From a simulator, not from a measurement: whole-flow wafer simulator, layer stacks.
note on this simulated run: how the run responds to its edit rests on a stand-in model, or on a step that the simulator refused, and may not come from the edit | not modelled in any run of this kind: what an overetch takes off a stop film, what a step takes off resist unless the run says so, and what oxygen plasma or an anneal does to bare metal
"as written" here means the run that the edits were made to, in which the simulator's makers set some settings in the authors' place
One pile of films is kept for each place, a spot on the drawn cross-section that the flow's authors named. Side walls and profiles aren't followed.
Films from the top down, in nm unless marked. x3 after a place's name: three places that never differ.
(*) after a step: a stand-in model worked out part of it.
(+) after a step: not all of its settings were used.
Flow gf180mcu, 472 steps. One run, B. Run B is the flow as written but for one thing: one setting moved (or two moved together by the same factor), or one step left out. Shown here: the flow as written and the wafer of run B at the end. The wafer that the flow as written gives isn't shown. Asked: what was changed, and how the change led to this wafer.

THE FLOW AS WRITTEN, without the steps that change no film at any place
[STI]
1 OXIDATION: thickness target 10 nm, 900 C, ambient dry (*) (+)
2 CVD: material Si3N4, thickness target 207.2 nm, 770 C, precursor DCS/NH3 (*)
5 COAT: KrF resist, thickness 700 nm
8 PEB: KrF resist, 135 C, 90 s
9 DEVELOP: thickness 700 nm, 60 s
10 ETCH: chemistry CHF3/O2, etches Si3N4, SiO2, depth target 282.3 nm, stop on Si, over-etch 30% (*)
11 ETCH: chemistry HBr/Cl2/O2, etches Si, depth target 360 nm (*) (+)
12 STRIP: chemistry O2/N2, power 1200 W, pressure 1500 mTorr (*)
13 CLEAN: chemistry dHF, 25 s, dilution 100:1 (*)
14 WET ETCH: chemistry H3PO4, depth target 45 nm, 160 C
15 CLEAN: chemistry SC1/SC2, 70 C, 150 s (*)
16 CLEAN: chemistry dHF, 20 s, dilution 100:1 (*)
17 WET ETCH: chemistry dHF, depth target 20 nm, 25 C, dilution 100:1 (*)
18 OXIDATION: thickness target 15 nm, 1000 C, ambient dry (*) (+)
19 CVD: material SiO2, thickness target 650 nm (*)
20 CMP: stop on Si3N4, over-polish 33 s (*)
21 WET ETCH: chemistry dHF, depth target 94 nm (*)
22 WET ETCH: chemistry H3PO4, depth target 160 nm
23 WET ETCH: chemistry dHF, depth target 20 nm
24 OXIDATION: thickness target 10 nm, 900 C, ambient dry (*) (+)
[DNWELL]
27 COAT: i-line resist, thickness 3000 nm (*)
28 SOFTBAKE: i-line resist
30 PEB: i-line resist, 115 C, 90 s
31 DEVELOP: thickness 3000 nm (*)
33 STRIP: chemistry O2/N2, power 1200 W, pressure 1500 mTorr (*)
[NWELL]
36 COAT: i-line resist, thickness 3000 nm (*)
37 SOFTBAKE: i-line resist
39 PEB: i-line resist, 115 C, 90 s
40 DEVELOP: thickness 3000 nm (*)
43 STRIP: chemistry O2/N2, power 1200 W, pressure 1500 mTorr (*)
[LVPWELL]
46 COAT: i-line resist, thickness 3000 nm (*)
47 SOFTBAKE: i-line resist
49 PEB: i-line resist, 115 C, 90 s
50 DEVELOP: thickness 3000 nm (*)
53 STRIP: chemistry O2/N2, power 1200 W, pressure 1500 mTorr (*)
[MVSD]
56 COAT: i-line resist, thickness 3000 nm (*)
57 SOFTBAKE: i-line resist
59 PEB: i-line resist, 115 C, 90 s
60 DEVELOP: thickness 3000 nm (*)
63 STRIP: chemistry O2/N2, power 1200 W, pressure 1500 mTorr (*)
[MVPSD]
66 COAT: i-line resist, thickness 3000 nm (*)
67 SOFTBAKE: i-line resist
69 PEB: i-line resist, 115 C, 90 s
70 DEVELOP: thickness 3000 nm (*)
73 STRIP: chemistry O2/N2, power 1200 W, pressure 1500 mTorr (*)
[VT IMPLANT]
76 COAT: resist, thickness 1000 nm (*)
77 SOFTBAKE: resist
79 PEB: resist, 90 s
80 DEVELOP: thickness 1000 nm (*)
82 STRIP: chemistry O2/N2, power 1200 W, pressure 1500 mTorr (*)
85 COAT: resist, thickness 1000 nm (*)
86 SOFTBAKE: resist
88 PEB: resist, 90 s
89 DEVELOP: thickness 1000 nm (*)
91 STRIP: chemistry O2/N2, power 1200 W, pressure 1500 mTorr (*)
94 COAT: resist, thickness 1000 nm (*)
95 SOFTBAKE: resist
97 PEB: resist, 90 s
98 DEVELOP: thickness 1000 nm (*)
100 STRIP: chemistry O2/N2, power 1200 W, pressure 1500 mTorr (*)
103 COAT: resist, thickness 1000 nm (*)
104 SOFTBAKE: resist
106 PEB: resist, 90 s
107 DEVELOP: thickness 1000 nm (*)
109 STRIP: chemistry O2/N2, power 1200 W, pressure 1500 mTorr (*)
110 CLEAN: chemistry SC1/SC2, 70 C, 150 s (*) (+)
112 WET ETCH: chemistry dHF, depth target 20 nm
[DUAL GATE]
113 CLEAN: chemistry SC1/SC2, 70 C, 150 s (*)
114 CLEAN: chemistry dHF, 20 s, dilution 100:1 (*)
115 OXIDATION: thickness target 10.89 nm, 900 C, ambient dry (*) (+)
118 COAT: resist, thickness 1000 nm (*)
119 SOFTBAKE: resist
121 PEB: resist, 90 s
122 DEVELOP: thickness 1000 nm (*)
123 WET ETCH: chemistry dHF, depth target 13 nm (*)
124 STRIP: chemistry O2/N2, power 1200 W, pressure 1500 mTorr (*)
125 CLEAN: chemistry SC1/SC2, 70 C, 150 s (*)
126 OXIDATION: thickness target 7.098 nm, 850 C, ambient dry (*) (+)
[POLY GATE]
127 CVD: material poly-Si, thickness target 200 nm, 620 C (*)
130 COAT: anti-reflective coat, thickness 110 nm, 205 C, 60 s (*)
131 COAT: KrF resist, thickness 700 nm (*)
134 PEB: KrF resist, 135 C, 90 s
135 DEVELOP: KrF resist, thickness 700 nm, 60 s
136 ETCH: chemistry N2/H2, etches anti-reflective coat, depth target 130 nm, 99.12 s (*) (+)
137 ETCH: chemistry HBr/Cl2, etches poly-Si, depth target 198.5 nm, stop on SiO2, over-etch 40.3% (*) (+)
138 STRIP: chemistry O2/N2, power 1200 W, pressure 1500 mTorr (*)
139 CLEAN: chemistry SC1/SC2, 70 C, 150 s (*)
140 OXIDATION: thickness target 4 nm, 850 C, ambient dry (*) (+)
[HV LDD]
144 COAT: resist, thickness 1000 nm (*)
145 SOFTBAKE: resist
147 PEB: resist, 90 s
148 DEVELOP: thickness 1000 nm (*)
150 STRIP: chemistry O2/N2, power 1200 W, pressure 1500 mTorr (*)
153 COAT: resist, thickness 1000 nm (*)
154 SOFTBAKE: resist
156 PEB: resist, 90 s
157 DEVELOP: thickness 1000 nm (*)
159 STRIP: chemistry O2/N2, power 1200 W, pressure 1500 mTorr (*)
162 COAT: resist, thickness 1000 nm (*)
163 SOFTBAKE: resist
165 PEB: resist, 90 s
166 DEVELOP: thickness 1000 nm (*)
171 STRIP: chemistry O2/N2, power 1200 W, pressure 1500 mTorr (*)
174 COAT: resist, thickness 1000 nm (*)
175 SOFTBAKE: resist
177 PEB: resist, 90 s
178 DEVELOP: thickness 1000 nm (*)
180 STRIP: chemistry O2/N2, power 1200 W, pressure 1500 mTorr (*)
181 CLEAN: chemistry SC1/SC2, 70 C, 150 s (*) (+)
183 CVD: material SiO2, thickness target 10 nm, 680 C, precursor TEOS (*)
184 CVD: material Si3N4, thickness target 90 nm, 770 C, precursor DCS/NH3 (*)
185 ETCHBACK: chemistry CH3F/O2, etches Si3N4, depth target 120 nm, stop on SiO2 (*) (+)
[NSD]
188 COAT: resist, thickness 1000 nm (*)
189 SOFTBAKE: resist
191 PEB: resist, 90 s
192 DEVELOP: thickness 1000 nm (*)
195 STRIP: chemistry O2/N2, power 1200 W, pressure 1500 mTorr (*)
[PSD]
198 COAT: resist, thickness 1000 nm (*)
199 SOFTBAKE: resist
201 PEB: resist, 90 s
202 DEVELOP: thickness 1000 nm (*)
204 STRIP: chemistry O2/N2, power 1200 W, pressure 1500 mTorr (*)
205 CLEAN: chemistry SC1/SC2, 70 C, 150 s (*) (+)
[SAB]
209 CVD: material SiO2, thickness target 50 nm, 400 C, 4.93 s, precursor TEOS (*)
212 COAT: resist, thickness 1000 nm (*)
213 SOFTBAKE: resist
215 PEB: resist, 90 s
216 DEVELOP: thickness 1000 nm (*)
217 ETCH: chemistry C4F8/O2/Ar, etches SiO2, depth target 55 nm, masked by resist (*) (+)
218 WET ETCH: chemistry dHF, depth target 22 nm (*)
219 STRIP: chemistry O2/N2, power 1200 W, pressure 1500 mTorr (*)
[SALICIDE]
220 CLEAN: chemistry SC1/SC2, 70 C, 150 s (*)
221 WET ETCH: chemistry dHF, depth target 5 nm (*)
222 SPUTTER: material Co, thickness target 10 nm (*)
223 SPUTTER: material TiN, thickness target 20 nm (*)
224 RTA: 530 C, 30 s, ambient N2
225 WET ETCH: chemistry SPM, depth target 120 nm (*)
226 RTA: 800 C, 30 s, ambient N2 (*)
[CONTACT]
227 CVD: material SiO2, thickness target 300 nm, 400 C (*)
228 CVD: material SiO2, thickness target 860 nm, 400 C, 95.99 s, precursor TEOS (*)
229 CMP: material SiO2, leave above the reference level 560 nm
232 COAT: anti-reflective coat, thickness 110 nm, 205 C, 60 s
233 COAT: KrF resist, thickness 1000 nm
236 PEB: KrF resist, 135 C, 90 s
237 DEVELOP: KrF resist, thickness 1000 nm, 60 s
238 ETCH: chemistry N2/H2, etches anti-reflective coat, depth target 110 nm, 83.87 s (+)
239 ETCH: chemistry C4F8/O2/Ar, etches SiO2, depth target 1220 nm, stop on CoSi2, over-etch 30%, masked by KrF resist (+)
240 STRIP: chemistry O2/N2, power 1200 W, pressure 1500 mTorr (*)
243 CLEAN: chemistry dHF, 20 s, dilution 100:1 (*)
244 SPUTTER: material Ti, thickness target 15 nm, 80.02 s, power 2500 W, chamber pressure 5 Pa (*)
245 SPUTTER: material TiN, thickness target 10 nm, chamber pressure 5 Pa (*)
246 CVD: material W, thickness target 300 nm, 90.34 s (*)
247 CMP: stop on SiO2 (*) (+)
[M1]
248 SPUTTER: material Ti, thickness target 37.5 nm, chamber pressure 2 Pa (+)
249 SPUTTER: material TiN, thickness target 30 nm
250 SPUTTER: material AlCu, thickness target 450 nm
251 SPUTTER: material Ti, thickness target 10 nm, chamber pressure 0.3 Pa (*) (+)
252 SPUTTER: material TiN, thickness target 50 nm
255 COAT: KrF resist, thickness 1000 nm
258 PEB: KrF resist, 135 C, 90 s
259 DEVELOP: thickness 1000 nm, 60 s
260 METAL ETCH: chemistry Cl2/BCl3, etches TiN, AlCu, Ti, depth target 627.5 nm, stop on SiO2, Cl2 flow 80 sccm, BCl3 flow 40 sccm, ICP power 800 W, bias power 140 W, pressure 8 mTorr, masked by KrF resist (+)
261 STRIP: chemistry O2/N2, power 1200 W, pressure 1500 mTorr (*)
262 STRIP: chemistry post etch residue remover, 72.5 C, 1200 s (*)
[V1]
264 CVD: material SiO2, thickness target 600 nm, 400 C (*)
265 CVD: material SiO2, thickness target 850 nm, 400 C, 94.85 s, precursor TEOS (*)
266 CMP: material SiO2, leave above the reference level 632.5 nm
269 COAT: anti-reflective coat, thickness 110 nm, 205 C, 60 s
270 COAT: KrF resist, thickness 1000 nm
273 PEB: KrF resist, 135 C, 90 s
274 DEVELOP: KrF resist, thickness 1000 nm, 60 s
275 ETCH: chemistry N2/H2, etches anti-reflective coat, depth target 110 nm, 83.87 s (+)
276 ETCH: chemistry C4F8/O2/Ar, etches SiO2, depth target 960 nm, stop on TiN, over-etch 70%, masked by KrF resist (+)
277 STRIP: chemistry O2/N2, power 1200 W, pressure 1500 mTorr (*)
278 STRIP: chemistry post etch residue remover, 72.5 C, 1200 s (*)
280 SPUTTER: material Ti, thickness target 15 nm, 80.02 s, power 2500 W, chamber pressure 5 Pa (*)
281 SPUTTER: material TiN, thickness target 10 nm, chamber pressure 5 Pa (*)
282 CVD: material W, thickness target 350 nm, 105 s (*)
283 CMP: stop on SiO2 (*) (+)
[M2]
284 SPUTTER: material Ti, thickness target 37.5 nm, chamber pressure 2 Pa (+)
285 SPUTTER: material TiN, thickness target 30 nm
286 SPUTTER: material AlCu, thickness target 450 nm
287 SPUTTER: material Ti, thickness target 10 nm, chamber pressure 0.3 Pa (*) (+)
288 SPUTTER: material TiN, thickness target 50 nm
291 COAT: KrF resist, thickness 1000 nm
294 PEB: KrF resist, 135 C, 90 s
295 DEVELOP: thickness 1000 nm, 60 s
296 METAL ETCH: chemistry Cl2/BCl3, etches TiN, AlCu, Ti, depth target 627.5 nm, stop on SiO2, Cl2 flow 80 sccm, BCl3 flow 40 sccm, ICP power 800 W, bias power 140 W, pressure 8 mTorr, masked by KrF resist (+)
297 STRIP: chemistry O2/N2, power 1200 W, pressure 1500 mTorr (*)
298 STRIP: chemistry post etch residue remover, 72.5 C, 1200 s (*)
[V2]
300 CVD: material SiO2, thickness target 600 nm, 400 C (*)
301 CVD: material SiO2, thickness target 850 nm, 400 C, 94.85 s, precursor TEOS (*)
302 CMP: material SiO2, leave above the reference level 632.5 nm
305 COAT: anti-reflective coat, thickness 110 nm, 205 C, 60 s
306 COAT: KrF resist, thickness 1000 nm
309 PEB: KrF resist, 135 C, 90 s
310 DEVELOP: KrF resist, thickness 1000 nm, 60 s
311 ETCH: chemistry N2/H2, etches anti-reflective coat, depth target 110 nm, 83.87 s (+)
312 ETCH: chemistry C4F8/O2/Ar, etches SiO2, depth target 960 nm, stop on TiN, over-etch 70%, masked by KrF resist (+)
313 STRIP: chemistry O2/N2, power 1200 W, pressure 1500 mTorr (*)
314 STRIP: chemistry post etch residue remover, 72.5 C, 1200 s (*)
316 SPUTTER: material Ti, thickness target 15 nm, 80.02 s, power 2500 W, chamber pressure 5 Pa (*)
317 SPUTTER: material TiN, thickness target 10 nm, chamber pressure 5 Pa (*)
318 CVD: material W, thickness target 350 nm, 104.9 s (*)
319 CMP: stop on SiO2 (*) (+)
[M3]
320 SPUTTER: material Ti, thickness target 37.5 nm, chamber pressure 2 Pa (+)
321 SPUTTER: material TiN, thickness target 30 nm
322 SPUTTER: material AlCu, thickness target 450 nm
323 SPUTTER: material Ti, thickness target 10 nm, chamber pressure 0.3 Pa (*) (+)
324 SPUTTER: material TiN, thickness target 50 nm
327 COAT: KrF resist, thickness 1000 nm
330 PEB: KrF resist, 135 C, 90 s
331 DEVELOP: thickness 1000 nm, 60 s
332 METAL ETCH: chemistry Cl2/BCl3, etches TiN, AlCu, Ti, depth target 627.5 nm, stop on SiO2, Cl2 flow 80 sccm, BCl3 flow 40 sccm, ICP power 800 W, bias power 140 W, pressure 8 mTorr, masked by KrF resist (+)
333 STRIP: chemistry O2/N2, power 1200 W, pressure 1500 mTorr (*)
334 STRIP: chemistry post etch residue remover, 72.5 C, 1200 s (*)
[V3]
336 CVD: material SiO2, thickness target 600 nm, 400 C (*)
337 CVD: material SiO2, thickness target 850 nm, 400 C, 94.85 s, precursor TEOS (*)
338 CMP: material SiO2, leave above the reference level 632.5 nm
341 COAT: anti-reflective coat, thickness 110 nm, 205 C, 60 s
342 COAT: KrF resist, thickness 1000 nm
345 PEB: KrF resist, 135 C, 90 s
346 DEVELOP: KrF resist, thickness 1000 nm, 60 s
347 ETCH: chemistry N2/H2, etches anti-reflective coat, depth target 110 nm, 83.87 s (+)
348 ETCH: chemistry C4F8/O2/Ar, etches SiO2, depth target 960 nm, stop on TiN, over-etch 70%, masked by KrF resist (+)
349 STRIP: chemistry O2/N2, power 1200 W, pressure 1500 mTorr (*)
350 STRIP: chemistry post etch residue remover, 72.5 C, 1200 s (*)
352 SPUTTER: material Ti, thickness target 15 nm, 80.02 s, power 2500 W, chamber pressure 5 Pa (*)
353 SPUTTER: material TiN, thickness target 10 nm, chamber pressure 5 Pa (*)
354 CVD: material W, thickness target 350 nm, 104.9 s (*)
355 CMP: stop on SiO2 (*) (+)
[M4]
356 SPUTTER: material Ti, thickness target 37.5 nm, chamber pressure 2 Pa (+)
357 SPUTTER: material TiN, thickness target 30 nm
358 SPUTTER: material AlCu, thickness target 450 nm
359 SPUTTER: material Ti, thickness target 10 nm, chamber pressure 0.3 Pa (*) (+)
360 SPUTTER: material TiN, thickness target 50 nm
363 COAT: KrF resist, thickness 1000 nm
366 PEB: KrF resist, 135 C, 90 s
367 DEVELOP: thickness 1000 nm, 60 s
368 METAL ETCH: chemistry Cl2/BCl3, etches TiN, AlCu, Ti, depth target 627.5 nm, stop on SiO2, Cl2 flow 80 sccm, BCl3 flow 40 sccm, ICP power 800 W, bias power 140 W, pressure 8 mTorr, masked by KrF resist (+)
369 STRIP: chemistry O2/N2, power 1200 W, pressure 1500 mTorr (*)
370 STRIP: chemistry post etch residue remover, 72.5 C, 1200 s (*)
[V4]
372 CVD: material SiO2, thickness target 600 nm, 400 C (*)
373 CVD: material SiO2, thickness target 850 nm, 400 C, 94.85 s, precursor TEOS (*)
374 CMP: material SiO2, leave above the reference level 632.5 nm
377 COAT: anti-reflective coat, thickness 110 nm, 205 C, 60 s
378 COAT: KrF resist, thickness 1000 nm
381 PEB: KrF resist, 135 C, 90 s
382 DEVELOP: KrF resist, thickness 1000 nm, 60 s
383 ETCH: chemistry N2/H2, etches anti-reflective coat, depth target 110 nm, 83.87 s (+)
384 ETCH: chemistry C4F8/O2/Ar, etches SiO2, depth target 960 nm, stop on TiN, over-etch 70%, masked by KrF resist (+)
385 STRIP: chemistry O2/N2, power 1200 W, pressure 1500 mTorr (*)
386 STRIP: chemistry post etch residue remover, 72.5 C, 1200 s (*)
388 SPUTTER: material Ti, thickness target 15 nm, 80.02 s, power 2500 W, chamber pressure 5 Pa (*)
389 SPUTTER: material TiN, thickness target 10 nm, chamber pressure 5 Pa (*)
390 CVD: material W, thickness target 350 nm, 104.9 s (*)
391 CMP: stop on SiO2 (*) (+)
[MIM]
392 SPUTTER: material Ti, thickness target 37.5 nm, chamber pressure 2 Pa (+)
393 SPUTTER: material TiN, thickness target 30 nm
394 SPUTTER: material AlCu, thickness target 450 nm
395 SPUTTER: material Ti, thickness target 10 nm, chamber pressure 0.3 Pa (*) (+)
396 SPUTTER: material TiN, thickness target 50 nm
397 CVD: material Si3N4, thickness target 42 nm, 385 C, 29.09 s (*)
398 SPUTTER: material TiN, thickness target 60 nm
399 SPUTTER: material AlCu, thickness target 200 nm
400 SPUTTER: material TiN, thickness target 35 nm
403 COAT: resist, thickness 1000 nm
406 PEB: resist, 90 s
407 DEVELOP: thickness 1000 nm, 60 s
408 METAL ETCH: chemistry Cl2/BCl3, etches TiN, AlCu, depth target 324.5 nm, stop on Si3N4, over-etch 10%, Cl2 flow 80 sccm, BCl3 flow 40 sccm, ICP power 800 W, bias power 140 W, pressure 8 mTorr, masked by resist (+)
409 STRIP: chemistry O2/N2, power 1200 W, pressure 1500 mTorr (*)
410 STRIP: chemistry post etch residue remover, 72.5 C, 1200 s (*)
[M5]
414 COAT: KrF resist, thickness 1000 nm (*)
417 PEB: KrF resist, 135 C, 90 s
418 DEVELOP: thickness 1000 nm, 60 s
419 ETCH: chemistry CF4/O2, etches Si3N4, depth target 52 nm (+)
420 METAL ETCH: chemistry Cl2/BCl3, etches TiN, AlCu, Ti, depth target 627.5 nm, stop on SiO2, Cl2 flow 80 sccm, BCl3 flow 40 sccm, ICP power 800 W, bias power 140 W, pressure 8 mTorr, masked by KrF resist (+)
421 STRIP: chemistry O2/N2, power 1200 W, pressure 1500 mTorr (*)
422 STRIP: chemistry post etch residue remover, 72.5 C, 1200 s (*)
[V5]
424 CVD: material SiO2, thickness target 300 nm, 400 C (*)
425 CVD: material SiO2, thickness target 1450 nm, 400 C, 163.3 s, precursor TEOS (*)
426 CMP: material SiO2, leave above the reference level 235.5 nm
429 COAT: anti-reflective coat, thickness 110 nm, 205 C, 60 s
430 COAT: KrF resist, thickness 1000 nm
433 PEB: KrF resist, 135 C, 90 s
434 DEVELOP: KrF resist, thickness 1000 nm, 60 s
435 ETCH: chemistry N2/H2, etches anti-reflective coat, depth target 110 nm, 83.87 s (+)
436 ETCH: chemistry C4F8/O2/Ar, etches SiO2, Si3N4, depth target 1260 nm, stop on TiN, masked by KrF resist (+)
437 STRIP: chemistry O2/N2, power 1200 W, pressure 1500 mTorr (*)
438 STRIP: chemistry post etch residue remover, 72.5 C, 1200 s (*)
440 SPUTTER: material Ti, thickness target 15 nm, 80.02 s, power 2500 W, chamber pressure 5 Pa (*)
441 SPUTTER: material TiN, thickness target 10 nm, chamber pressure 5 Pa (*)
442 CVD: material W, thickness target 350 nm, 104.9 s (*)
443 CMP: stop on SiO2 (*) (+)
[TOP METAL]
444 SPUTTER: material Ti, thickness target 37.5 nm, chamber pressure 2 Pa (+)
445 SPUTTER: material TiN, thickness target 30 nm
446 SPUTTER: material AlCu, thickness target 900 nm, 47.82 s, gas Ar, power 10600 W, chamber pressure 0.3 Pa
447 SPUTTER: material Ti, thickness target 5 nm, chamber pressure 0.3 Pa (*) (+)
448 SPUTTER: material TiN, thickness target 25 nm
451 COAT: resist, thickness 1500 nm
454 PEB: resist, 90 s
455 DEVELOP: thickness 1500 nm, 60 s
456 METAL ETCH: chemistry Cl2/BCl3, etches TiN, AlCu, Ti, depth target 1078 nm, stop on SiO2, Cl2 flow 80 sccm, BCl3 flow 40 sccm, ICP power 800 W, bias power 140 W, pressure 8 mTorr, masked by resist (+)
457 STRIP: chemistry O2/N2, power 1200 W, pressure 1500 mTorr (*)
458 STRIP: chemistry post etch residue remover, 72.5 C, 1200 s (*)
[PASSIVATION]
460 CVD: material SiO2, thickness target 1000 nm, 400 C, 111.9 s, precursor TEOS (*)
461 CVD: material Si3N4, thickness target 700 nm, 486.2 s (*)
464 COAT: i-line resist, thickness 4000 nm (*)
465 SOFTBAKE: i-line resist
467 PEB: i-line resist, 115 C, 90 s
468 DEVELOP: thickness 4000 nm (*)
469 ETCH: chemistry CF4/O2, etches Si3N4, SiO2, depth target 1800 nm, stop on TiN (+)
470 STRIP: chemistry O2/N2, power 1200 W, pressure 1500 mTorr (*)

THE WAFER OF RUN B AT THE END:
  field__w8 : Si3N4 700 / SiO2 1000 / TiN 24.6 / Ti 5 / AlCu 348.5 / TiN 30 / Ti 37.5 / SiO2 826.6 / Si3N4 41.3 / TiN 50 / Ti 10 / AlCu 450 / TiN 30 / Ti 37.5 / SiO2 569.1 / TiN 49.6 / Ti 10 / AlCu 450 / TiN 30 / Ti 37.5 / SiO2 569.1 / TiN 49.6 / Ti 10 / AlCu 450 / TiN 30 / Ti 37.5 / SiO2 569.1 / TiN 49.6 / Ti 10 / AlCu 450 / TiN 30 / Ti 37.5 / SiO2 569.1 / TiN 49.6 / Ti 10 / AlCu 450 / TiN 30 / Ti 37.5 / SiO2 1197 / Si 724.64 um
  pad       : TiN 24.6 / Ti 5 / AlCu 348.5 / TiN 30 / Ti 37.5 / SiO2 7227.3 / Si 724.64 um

The cause: step 446, SPUTTER: 19.13 s was run, where the flow has 47.82 s.

How the change led to this, step by step:
  446 SPUTTER: material AlCu, thickness target 900 nm, 47.82 s, gas Ar, power 10600 W, chamber pressure 0.3 Pa
      field, field__w1, field__w2 and 109 more: AlCu +348.5 (new film) (as written it would be: AlCu +900 (new film))
  456 METAL ETCH: chemistry Cl2/BCl3, etches TiN, AlCu, Ti, depth target 1078 nm, stop on SiO2, Cl2 flow 80 sccm, BCl3 flow 40 sccm, ICP power 800 W, bias power 140 W, pressure 8 mTorr, masked by resist (+)
      field, field__w1, field__w2 and 103 more: TiN -25 (all of it), Ti -5 (all of it), AlCu -348.5 (all of it), TiN -30 (all of it), Ti -37.5 (all of it) (as written it would be: TiN -25 (all of it), Ti -5 (all of it), AlCu -900 (all of it), TiN -30 (all of it), Ti -37.5 (all of it))
      field__w8, contact, m1, m1__w1, pad, m1_nw: resist -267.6 (as written it would be: resist -431)
  457 STRIP: chemistry O2/N2, power 1200 W, pressure 1500 mTorr (*)
      field__w8, contact, m1, m1__w1, pad, m1_nw: resist -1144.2 (all of it) (as written it would be: resist -980.8 (all of it))
  464 COAT: i-line resist, thickness 4000 nm (*)
      field: i-line resist +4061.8 (new film) (as written it would be: i-line resist +4171.5 (new film))
      field__w8: i-line resist +3588.2 (new film) (as written it would be: i-line resist +3093.1 (new film))
      (and at 12 more places)
  465 SOFTBAKE: i-line resist
      active: i-line resist -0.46 (as written it would be: i-line resist +3.97)
      field__w5, field__w9: i-line resist +13 (as written it would be: i-line resist +37.3)
      (and at 66 more places)
  467 PEB: i-line resist, 115 C, 90 s
      field__w8, m1__w1: i-line resist -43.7 (as written it would be: i-line resist -34.7)
      contact, m1: i-line resist -43.8 (as written it would be: i-line resist -35.1)
      (and at 2 more places)
  468 DEVELOP: thickness 4000 nm (*)
      pad: i-line resist -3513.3 (all of it) (as written it would be: i-line resist -2974.8 (all of it))
  470 STRIP: chemistry O2/N2, power 1200 W, pressure 1500 mTorr (*)
      field__w8, m1__w1: i-line resist -2319.2 (all of it) (as written it would be: i-line resist -1787.7 (all of it))
      contact: i-line resist -2326.4 (all of it) (as written it would be: i-line resist -1811.2 (all of it))
      (and at 2 more places)
